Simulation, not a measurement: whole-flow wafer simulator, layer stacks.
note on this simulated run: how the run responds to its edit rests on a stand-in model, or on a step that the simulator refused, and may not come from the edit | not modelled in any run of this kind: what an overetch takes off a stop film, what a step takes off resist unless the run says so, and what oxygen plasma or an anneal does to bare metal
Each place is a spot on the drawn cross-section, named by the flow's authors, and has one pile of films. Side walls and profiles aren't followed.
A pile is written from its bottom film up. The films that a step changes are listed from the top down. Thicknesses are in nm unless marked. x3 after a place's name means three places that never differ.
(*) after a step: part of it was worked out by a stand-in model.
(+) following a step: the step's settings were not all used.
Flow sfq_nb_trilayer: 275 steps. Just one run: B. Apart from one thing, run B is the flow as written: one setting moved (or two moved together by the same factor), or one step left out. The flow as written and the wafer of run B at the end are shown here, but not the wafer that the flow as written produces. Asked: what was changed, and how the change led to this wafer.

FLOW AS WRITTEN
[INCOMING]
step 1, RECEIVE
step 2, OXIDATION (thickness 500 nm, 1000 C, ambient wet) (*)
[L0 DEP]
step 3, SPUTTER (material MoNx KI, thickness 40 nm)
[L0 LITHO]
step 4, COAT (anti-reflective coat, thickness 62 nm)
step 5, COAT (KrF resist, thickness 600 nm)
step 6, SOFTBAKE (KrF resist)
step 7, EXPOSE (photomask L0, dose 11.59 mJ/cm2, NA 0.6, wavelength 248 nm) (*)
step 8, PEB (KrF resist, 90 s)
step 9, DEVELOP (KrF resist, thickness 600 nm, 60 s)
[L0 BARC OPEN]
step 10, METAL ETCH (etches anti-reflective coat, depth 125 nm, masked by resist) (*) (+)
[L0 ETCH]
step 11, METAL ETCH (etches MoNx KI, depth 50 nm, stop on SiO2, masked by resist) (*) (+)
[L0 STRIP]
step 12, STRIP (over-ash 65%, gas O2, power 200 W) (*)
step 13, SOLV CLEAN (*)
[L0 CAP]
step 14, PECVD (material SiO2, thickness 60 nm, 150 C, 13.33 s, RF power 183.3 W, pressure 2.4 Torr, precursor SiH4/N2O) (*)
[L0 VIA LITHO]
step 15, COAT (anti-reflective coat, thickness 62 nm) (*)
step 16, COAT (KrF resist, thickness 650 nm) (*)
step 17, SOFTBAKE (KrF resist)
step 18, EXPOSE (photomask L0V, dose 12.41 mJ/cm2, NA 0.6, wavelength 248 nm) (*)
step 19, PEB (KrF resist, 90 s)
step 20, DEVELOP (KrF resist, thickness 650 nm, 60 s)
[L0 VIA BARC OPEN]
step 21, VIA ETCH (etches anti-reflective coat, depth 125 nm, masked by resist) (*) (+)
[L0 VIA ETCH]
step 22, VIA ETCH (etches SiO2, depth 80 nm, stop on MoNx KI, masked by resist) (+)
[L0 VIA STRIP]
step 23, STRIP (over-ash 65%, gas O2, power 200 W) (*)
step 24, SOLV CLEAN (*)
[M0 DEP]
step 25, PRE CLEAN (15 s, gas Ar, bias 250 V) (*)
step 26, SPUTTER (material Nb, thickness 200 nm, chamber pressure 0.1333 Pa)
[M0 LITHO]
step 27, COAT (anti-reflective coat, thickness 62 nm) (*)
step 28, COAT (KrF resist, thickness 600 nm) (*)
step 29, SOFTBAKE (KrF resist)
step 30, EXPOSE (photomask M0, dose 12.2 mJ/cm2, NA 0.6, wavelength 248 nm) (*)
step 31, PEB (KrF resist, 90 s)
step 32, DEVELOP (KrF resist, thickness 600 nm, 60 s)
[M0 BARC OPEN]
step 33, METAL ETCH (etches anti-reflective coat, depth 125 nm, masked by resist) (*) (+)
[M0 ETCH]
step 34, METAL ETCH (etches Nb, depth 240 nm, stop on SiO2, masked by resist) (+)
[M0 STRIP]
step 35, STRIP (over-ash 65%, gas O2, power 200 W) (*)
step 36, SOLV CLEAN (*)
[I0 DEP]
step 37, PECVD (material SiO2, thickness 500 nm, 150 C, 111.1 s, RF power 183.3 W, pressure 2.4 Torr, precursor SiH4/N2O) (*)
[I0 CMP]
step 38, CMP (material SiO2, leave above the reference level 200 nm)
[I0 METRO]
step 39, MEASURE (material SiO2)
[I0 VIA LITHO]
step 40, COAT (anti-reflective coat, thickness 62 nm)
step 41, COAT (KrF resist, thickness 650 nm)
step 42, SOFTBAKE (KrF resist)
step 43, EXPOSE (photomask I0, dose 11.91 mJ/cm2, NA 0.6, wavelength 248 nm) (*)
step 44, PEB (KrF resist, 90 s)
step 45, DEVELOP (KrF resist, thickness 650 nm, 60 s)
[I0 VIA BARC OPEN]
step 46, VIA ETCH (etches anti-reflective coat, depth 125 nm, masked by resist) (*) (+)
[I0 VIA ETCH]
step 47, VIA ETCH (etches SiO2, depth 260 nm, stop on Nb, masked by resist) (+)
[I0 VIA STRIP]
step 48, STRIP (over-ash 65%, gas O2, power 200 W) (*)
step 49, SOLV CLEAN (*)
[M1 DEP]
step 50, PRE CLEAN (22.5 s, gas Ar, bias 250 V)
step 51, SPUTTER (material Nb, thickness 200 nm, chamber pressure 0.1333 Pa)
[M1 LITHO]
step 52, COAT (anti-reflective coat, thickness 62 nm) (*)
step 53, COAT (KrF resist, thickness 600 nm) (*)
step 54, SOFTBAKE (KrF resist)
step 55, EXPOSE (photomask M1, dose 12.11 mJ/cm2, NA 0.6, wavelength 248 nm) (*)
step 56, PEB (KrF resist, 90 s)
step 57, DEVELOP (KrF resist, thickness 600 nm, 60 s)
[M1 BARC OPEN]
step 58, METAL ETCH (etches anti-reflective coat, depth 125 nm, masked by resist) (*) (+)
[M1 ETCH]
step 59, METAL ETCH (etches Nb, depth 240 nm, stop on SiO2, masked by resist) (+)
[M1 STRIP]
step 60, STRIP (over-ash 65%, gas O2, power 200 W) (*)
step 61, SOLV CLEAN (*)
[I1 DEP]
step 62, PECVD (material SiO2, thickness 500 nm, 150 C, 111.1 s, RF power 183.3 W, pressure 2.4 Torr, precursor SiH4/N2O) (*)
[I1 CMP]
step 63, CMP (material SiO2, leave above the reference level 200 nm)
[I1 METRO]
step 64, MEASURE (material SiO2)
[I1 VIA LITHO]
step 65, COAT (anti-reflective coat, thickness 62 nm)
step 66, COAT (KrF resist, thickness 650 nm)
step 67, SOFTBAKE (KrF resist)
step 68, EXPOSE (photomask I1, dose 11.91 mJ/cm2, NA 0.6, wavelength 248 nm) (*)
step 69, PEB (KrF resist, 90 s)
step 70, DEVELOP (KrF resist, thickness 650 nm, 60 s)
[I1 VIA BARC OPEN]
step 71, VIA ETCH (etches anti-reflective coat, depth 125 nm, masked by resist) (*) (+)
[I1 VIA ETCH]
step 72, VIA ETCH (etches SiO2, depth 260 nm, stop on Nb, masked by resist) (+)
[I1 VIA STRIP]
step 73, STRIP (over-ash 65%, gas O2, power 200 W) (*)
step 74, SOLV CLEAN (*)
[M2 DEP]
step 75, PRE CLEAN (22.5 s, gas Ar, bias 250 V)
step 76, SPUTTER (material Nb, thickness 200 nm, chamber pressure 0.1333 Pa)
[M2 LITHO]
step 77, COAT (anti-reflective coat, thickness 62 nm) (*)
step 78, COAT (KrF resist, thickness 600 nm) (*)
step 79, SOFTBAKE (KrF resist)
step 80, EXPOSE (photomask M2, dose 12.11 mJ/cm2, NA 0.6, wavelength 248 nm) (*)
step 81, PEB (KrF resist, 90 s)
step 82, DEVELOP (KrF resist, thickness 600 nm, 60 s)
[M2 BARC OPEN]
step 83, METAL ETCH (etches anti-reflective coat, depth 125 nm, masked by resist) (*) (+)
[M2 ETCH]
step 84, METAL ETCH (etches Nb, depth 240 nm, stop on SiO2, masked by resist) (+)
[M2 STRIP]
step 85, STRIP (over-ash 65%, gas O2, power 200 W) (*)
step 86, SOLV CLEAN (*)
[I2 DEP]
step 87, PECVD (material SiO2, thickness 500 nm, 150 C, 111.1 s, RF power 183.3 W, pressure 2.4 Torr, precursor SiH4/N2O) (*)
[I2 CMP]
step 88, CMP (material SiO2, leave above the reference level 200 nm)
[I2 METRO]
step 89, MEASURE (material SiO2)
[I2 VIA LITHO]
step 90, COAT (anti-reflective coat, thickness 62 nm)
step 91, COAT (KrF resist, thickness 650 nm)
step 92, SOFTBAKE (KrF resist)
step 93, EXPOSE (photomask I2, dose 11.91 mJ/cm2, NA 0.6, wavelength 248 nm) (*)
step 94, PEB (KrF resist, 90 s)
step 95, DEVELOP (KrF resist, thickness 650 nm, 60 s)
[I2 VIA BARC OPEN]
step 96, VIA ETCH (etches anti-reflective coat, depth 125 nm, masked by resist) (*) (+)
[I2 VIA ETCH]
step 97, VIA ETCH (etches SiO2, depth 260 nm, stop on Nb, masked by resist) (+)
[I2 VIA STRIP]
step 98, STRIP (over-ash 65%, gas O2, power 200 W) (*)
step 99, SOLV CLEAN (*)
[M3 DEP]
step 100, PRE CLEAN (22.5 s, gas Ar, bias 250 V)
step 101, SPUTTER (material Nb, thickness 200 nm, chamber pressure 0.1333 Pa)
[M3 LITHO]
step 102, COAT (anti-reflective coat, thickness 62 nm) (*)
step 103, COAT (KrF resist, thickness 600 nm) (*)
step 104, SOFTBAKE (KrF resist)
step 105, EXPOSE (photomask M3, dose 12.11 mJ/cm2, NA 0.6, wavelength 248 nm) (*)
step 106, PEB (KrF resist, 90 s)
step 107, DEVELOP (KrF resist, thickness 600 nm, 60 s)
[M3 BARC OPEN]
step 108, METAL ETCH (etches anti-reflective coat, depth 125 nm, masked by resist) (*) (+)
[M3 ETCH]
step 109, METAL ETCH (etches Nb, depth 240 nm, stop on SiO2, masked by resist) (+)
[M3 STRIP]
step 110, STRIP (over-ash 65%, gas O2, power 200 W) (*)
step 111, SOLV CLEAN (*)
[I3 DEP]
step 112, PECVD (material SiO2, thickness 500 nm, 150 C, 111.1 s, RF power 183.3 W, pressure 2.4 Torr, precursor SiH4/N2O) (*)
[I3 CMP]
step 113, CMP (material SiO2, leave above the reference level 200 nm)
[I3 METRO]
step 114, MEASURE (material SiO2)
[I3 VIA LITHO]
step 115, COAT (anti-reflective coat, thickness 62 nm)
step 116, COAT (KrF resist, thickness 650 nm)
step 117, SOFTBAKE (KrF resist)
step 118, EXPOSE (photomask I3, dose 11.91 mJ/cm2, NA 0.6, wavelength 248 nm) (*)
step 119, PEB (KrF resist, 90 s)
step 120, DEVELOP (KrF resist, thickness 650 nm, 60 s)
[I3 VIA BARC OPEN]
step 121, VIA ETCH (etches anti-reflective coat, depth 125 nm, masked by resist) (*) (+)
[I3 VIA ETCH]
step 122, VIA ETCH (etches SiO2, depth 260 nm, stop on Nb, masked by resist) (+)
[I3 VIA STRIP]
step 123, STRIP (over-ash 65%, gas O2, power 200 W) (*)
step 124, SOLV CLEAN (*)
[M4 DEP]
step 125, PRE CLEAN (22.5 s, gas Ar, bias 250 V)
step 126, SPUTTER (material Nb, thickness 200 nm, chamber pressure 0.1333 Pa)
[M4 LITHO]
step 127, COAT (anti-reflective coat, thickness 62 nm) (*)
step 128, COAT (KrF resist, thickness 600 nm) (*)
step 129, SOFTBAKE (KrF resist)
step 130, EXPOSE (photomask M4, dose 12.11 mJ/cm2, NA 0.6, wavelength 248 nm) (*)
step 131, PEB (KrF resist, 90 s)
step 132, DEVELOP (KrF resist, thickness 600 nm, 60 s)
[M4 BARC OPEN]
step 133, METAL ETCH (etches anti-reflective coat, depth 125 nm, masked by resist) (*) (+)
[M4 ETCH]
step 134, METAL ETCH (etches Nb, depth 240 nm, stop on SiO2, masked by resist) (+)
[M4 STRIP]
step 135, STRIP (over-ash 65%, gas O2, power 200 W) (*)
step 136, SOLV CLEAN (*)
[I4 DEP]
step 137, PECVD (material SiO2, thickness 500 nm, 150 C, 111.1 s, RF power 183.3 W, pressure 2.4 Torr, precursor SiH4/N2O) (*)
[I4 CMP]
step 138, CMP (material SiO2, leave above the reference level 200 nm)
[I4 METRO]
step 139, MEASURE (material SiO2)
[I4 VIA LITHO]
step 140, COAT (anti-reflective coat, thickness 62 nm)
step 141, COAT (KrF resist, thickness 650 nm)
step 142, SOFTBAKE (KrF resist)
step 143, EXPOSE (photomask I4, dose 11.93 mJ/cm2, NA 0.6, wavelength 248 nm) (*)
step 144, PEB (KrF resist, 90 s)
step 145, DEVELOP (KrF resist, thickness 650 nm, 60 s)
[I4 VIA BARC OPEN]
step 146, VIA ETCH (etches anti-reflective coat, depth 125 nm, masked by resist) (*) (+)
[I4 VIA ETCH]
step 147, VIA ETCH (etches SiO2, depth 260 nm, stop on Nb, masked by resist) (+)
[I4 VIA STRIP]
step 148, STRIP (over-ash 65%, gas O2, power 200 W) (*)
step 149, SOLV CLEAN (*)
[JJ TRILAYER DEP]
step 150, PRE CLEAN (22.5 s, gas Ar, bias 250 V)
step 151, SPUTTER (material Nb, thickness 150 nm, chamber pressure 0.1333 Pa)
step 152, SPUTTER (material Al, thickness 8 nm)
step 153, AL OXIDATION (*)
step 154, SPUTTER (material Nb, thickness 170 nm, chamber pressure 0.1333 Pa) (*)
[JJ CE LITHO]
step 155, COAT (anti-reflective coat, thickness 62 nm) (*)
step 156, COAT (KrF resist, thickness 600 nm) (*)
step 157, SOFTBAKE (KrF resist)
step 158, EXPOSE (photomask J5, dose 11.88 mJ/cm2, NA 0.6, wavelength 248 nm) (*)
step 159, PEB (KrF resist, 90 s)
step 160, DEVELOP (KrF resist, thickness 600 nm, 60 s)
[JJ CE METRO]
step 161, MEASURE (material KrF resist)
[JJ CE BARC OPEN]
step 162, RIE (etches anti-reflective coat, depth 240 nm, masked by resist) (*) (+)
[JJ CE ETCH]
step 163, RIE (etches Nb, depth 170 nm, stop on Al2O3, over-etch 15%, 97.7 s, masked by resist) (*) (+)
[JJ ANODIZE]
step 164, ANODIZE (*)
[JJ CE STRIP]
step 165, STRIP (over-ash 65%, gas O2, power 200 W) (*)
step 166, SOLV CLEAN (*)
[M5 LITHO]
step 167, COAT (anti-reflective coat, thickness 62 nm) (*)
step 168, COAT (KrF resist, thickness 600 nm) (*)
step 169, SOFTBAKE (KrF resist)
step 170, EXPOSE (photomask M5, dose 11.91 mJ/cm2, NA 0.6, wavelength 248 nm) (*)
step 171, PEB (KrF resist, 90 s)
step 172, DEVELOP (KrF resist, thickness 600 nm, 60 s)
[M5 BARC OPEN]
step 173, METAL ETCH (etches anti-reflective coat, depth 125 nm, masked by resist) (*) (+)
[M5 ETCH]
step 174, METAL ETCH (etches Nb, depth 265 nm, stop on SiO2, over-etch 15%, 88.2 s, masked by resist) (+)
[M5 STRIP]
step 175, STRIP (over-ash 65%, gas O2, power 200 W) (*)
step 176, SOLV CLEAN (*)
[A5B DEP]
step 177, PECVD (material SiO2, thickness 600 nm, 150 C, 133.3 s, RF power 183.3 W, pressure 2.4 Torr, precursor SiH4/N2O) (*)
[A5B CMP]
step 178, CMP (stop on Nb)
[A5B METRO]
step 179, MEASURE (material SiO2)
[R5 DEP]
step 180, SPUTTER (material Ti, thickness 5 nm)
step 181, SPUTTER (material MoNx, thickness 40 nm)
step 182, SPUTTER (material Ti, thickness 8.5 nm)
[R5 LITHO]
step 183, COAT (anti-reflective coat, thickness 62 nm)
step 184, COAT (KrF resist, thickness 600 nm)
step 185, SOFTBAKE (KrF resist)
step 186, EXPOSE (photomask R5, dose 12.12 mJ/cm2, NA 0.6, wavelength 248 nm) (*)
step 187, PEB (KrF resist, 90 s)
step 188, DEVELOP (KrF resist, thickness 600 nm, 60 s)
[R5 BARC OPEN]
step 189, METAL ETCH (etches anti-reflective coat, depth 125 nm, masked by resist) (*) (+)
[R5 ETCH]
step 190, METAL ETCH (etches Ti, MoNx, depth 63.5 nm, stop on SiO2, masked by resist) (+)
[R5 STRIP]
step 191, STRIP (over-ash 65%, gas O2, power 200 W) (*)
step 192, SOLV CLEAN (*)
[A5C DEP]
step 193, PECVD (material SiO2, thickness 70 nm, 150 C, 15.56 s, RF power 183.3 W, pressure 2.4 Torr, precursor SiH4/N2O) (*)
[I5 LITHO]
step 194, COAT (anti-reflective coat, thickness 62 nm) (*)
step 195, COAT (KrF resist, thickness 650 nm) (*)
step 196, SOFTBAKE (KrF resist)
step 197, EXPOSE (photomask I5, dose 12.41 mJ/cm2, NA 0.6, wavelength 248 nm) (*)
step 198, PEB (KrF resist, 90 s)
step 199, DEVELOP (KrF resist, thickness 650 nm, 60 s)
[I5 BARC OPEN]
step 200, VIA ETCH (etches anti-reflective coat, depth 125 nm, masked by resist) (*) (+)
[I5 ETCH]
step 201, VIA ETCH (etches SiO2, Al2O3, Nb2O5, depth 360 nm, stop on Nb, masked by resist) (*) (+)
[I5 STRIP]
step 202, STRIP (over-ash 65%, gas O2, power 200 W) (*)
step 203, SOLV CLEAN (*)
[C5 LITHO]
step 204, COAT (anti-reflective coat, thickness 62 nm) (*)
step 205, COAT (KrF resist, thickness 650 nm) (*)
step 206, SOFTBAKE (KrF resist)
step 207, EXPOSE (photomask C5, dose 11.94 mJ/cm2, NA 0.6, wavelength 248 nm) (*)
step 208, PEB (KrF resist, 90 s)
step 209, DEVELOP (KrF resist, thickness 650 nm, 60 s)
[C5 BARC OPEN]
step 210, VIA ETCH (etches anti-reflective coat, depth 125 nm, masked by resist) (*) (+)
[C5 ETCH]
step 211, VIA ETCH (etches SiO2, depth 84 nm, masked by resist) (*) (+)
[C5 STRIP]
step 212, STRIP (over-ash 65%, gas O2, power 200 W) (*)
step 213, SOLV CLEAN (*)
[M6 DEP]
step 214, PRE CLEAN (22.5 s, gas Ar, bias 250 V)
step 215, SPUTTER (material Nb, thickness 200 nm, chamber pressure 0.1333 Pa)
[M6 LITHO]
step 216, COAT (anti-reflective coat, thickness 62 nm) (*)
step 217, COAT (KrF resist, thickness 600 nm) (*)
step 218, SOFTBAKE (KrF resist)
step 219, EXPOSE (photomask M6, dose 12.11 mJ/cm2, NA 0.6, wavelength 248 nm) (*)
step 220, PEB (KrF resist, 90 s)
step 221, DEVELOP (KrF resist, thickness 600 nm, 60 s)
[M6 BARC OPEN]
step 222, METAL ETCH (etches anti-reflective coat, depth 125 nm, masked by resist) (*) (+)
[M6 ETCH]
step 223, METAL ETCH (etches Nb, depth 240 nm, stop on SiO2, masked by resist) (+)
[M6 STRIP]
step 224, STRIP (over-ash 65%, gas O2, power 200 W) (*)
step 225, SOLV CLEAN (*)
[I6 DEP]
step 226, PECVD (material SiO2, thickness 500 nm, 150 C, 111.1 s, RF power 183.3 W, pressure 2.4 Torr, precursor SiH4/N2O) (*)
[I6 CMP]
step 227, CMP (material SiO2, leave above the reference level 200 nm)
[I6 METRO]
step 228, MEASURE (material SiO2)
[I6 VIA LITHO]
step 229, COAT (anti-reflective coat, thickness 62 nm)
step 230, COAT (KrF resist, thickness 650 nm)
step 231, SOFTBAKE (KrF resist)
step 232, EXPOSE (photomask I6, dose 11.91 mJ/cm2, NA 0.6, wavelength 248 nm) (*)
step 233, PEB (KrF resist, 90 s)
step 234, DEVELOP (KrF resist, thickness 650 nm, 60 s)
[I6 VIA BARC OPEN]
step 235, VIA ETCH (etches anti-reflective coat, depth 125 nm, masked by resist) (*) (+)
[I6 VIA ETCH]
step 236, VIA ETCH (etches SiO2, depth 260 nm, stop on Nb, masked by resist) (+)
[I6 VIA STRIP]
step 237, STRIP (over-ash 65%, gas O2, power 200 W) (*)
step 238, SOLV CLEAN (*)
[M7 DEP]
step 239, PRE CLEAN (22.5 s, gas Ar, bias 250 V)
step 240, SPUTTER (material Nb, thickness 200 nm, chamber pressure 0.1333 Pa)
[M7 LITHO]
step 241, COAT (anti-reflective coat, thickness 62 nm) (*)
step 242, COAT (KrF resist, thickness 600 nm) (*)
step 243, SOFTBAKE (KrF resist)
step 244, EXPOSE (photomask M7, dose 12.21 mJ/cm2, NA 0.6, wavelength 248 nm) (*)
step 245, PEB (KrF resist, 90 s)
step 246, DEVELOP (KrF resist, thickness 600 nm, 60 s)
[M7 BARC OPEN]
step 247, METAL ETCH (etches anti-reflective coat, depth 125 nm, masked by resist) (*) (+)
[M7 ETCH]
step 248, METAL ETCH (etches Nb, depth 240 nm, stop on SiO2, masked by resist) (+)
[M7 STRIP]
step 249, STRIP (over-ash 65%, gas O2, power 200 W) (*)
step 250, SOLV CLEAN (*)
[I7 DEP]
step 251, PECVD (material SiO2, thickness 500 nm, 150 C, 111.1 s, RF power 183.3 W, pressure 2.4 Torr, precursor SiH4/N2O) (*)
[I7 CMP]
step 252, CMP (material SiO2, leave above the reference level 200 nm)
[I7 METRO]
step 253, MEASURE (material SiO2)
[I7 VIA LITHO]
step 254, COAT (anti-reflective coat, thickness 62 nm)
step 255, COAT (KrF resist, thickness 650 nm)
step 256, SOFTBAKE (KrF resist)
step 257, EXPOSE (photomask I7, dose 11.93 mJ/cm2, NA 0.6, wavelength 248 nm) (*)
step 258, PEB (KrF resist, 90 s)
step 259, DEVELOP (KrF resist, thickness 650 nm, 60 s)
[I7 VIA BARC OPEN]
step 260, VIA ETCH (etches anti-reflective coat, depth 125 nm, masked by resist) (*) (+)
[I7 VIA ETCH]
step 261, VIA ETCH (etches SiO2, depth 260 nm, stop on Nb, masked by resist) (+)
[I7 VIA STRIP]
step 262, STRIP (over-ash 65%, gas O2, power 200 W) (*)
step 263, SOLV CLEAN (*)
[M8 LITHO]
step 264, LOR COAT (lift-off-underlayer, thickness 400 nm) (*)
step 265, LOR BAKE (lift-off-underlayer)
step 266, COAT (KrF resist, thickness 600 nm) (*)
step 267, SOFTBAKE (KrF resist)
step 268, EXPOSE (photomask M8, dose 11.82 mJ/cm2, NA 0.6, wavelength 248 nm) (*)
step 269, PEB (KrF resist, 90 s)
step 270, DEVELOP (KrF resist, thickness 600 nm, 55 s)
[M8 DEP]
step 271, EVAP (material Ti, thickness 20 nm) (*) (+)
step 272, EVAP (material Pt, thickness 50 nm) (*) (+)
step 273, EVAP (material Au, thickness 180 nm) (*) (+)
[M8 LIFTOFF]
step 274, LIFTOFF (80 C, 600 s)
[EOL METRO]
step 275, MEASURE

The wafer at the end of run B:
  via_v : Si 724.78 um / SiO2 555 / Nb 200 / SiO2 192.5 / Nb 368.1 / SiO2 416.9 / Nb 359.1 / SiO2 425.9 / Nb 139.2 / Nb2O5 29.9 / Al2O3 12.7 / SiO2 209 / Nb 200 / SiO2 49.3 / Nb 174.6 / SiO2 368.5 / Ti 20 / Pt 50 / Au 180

Cause: step 236, VIA ETCH: depth 143 nm was run, while the flow as written has depth 260 nm.

How this came from the change, step by step:
  step 236, VIA ETCH (etches SiO2, depth 260 nm, stop on Nb, masked by resist) (+)
      via_v: -143 SiO2 (as written it would have been: -199.8 SiO2 (all of it))
      field_l, v_sur, via_wl and 102 more: -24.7 KrF resist (as written it would have been: -44.8 KrF resist)
  step 237, STRIP (over-ash 65%, gas O2, power 200 W) (*)
      field_l, v_sur, via_wl and 102 more: -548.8 KrF resist (all of it), -62 anti-reflective coat (all of it) (as written it would have been: -528.6 KrF resist (all of it), -62 anti-reflective coat (all of it))
  step 239, PRE CLEAN (22.5 s, gas Ar, bias 250 V)
      via_v: -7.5 SiO2 (as written it would have been: -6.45 Nb)
  step 240, SPUTTER (material Nb, thickness 200 nm, chamber pressure 0.1333 Pa)
      via_v: +174.6 Nb (new film) (as written it would have been: +161.1 Nb)
  step 241, COAT (anti-reflective coat, thickness 62 nm) (*)
      via_v: +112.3 anti-reflective coat (new film) (as written it would have been: +126 anti-reflective coat (new film))
  step 242, COAT (KrF resist, thickness 600 nm) (*)
      via_v: +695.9 KrF resist (new film) (as written it would have been: +742.5 KrF resist (new film))
  step 249, STRIP (over-ash 65%, gas O2, power 200 W) (*)
      via_v: -478.1 KrF resist (all of it), -112.3 anti-reflective coat (all of it) (as written it would have been: -524.5 KrF resist (all of it), -126 anti-reflective coat (all of it))
  step 251, PECVD (material SiO2, thickness 500 nm, 150 C, 111.1 s, RF power 183.3 W, pressure 2.4 Torr, precursor SiH4/N2O) (*)
      via_v: +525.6 SiO2 (new film) (as written it would have been: +621 SiO2 (new film))
  step 252, CMP (material SiO2, leave above the reference level 200 nm)
      via_v: -157.1 SiO2 (as written it would have been: -183.1 SiO2)
If metal films that touch count as one body, via_v has 7 bodies (between them, from the top down: SiO2 368.5; SiO2 49.3; SiO2 209 / Al2O3 12.7 / Nb2O5 29.9; SiO2 425.9; SiO2 416.9; SiO2 192.5); the flow as written gives 6 bodies (between them, from the top down: SiO2 437.8; SiO2 209 / Al2O3 12.7 / Nb2O5 29.9; SiO2 425.9; SiO2 416.9; SiO2 192.5).
